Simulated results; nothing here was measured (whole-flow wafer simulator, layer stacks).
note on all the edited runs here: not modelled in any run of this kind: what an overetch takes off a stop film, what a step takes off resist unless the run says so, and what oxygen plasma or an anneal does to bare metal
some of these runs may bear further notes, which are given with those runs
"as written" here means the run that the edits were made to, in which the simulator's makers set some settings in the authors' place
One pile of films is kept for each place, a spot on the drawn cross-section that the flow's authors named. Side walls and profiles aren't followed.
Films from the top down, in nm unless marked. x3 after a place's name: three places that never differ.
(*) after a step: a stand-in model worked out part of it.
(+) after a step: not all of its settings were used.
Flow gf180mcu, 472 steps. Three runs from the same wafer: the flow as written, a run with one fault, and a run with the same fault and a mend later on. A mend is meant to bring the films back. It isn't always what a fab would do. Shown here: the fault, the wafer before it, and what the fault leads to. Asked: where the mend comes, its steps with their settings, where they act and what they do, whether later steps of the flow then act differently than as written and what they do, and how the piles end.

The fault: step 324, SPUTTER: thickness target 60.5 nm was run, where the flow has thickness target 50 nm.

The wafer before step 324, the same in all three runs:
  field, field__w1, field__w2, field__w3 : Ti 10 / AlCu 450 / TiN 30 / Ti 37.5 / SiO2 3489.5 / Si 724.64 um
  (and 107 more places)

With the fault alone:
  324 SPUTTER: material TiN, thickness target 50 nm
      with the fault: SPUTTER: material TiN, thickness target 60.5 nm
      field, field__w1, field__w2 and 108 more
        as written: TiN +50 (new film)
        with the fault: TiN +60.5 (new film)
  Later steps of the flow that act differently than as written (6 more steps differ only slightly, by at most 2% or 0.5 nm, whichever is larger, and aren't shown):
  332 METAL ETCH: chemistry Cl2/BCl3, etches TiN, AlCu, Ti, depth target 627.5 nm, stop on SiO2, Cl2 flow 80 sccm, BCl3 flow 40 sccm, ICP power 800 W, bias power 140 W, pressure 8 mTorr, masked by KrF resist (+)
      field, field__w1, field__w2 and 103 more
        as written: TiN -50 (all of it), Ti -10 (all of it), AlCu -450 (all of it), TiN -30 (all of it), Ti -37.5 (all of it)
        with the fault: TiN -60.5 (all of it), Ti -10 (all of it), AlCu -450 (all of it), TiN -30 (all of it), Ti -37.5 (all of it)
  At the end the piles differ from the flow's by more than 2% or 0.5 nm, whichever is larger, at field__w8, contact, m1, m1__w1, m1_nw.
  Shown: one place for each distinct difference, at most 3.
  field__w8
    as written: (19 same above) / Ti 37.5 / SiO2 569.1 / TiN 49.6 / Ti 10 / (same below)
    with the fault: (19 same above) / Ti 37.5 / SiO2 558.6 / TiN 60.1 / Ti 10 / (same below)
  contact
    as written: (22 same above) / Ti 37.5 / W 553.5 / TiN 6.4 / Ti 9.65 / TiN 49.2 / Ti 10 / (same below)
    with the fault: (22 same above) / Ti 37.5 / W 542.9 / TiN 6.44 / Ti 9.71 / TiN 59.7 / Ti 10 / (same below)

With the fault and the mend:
  The mend comes after step 331.
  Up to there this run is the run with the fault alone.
  331a STRIP: chemistry O2/N2, power 2160 W, pressure 1700 mTorr (*)
      field__w8, contact, m1, m1__w1, m1_nw
        KrF resist -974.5 (all of it)
  331b METAL ETCH: chemistry Cl2/BCl3, etches TiN, AlCu, Ti, depth target 10.5 nm, Cl2 flow 80 sccm, BCl3 flow 40 sccm, ICP power 800 W, bias power 140 W, pressure 8 mTorr (the flow's step 260 once more, with other settings)
      field, field__w1, field__w2 and 108 more
        TiN -10.5
  331c HMDS: 120 C, 60 s (the flow's step 326 once more)
      changes no film at any place that is followed
  331d COAT: KrF resist, thickness 1000 nm (the flow's step 327 once more)
      field, field__w1, field__w2 and 108 more
        KrF resist +1000 (new film)
  331e SOFTBAKE: KrF resist (the flow's step 328 once more)
      changes no film at any place that is followed
  331f EXPOSE: photomask Metal3 (the flow's step 329 once more)
      changes no film at any place that is followed
  331g PEB: KrF resist, 135 C, 90 s (the flow's step 330 once more)
      field, field__w1, field__w2 and 108 more
        KrF resist -10.5
  331h DEVELOP: thickness 1000 nm, 60 s (the flow's step 331 once more)
      field, field__w1, field__w2 and 103 more
        KrF resist -989.5 (all of it)
      field__w8, contact, m1, m1__w1, m1_nw
        KrF resist -14.9
  No later step of the flow acts differently than as written at any place that is followed.
  At the end the piles are the same as the flow's at every place that both follow.
